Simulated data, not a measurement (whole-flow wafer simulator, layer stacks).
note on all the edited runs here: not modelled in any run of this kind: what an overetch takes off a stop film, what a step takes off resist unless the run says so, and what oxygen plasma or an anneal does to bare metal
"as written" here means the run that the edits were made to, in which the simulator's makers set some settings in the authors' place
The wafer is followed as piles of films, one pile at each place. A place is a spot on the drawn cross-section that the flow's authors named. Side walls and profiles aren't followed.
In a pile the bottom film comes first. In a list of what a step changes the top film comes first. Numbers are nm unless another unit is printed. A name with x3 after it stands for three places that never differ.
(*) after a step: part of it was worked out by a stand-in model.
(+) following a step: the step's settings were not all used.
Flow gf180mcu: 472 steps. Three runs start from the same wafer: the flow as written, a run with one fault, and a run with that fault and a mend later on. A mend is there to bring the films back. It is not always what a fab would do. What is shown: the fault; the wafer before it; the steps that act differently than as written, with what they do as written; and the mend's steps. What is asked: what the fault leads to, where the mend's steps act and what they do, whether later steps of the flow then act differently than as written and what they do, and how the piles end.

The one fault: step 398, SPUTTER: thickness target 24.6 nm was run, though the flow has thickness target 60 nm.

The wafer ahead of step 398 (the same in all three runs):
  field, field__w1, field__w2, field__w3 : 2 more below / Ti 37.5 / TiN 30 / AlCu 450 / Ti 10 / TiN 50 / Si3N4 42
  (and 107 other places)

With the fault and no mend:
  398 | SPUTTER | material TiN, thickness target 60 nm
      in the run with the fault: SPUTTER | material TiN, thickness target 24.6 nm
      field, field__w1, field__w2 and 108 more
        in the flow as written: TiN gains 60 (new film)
        in the run with the fault: TiN gains 24.6 (new film)
  Steps later in the flow that act otherwise than as written (not shown: 6 more steps that differ only slightly, by at most 2% or 0.5 nm, whichever is larger):
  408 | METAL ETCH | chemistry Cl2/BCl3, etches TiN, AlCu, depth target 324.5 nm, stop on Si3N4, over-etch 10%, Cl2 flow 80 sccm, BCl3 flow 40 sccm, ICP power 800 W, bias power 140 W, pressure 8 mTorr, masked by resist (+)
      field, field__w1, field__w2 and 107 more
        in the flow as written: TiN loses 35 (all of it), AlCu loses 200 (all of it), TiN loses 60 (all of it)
        in the run with the fault: TiN loses 35 (all of it), AlCu loses 200 (all of it), TiN loses 24.6 (all of it)
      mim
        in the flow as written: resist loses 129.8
        in the run with the fault: resist loses 114.2
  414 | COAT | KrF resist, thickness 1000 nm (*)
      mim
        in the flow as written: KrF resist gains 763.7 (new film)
        in the run with the fault: KrF resist gains 790.8 (new film)
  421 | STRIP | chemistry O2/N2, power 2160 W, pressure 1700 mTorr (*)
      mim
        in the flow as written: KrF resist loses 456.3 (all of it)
        in the run with the fault: KrF resist loses 483 (all of it)
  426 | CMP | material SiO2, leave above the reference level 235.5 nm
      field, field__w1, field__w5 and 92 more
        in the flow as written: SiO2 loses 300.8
        in the run with the fault: SiO2 loses 336.2
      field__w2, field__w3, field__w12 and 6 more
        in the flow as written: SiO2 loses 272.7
        in the run with the fault: SiO2 loses 308.1
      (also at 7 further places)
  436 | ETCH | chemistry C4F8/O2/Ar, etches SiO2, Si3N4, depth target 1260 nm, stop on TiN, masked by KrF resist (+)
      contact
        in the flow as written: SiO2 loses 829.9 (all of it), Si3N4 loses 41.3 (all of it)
        in the run with the fault: SiO2 loses 794.5 (all of it), Si3N4 loses 41.3 (all of it)
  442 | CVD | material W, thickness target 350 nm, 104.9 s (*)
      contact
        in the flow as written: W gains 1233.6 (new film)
        in the run with the fault: W gains 1197.9 (new film)
  The piles end different from the flow's at field__w8, contact, m1, m1__w1, mim, m1_nw by more than 2% or 0.5 nm, whichever is larger.
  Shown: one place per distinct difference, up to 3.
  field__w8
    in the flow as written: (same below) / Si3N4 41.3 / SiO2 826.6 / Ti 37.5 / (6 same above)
    in the run with the fault: (same below) / Si3N4 41.3 / SiO2 791.2 / Ti 37.5 / (6 same above)
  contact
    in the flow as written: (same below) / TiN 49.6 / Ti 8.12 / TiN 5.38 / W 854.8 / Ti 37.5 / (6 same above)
    in the run with the fault: (same below) / TiN 49.6 / Ti 8.29 / TiN 5.49 / W 819.1 / Ti 37.5 / (6 same above)
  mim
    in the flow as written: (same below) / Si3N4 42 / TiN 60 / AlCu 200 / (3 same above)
    in the run with the fault: (same below) / Si3N4 42 / TiN 24.6 / AlCu 200 / (3 same above)

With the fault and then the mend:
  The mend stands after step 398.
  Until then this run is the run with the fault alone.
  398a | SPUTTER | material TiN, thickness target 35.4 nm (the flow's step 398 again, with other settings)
      field, field__w1, field__w2 and 108 more
        TiN gains 35.4
  Later steps of the flow that are run all act as written at every place that is followed.
  By the end, the piles equal the flow's at every place that both follow.
